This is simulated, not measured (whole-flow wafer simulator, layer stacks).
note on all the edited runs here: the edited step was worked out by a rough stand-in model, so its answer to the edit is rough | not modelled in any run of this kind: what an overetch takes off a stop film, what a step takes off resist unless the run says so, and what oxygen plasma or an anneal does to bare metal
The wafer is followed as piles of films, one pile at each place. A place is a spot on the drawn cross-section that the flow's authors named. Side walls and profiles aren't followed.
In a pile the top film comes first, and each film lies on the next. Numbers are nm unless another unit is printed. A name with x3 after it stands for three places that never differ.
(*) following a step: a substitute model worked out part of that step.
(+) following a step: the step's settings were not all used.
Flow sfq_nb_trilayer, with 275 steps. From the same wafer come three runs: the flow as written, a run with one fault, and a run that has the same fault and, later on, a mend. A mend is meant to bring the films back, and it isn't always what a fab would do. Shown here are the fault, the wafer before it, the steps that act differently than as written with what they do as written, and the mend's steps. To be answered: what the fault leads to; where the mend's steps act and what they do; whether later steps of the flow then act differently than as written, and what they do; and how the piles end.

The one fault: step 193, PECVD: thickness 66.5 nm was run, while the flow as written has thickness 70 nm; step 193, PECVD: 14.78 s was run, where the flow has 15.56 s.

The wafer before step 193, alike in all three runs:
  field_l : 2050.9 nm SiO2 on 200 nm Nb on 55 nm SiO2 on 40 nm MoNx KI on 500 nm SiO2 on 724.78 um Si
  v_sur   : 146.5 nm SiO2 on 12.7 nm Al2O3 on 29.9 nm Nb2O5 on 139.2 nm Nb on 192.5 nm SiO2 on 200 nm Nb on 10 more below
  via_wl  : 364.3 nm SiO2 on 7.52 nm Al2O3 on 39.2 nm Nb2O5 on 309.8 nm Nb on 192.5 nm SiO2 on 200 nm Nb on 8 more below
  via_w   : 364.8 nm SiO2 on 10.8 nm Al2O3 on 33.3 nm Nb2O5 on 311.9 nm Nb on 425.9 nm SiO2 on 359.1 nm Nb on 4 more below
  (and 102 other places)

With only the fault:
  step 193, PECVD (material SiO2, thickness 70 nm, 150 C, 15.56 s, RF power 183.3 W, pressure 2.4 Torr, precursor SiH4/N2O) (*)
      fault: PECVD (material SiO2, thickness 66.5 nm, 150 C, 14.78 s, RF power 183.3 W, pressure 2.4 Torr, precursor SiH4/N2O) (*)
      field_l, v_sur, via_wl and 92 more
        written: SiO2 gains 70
        fault: SiO2 gains 66.5
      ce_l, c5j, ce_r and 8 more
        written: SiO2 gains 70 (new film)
        fault: SiO2 gains 66.5 (new film)
  Later steps of the flow acting differently than as written (15 more steps, not shown, differ only slightly: by at most 2% or 0.5 nm, whichever is larger):
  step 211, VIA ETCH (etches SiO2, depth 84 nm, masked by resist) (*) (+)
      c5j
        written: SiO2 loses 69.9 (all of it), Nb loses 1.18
        fault: SiO2 loses 66.4 (all of it), Nb loses 1.47
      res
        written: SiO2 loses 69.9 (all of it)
        fault: SiO2 loses 66.4 (all of it)
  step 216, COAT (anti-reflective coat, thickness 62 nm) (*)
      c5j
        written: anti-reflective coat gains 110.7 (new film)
        fault: anti-reflective coat gains 108.4 (new film)
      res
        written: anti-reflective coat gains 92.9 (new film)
        fault: anti-reflective coat gains 91 (new film)
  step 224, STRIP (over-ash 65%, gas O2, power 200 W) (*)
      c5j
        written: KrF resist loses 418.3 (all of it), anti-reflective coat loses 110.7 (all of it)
        fault: KrF resist loses 416.7 (all of it), anti-reflective coat loses 108.4 (all of it)
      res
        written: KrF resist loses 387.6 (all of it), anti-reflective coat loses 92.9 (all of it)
        fault: KrF resist loses 385.7 (all of it), anti-reflective coat loses 91 (all of it)
  By the end, the piles at ce_l, ce_r, be_r, r_sur, r_end, wl_jj depart from the flow's by more than 2% or 0.5 nm, whichever is larger.
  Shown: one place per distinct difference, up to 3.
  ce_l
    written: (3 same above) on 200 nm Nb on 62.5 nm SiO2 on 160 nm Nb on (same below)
    fault: (3 same above) on 200 nm Nb on 59 nm SiO2 on 160 nm Nb on (same below)
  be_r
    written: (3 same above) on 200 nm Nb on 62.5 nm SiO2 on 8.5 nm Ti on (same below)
    fault: (3 same above) on 200 nm Nb on 59 nm SiO2 on 8.5 nm Ti on (same below)

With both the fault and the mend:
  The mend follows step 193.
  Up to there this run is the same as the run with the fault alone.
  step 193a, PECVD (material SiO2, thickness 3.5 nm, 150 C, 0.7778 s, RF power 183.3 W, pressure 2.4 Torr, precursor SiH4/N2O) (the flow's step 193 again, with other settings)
      field_l, v_sur, via_wl and 103 more
        SiO2 gains 3.5
  Later steps of the flow that are run all act as written at every place that is followed, up to a difference of at most 2% or 0.5 nm, whichever is larger.
  The piles end the same as the flow's at every place that both follow.
